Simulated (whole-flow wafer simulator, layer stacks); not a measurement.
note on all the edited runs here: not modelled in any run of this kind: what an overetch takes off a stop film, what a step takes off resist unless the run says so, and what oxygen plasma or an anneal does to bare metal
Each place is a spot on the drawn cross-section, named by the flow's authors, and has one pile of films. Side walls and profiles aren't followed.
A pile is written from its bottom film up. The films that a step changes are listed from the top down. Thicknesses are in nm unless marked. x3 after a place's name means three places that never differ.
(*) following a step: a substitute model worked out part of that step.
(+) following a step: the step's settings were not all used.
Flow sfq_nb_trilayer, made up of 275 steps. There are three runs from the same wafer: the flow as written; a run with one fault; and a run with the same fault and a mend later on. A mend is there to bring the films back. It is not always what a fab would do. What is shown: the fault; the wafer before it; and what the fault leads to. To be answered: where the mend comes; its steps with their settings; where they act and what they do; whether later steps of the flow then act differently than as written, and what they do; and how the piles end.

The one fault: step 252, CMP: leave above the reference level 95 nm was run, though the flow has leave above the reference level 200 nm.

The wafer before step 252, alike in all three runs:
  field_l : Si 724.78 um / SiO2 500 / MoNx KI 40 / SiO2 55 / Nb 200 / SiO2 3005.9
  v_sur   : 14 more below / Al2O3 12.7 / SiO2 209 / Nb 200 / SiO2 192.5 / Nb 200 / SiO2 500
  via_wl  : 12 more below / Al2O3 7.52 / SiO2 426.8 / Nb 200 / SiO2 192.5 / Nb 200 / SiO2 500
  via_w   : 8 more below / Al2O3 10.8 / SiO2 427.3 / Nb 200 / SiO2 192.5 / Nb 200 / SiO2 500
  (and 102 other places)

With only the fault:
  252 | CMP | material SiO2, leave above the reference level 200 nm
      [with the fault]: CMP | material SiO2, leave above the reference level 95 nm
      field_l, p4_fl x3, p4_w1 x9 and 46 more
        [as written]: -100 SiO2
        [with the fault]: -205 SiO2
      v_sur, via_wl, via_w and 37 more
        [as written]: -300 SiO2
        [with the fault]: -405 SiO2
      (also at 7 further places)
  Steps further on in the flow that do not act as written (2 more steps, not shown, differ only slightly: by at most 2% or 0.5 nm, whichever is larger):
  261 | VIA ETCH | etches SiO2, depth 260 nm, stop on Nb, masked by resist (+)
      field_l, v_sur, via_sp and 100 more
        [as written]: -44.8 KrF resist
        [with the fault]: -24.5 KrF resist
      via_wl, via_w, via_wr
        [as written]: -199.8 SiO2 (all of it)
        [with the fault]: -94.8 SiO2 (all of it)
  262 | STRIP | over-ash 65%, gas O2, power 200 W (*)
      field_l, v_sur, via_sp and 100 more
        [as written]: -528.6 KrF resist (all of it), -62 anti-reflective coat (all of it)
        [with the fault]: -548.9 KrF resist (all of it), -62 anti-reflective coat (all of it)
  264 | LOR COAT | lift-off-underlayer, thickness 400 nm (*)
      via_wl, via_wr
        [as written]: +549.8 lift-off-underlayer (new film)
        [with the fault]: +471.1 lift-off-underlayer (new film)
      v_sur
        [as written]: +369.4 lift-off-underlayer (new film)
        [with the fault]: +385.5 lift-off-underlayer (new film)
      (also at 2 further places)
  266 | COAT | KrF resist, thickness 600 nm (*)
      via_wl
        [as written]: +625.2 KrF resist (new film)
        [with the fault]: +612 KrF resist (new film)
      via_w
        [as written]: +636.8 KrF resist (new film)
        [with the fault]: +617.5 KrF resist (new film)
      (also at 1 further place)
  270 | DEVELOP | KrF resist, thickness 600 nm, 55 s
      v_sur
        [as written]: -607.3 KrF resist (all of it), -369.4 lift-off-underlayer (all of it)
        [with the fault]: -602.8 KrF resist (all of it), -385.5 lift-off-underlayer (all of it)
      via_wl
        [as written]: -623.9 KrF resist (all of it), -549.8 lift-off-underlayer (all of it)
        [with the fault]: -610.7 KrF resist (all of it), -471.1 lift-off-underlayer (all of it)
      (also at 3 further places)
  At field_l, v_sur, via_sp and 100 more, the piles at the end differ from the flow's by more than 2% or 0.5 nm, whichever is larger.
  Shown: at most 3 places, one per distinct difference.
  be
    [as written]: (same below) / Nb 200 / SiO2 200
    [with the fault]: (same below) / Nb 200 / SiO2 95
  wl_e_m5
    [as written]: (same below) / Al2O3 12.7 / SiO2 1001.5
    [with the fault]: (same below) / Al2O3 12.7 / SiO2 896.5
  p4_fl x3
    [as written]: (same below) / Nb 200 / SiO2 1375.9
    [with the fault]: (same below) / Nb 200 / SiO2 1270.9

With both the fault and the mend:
  After step 253 comes the mend.
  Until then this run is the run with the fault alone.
  253a | PECVD | material SiO2, thickness 105 nm, 150 C, 23.33 s, RF power 183.3 W, pressure 2.4 Torr, precursor SiH4/N2O (the flow's step 251, run once more with other settings)
      field_l, v_sur, via_wl and 103 more
        +105 SiO2
  Every later step of the flow that is run acts as written at every place that is followed.
  At every place that both follow, the piles at the end match the flow's.
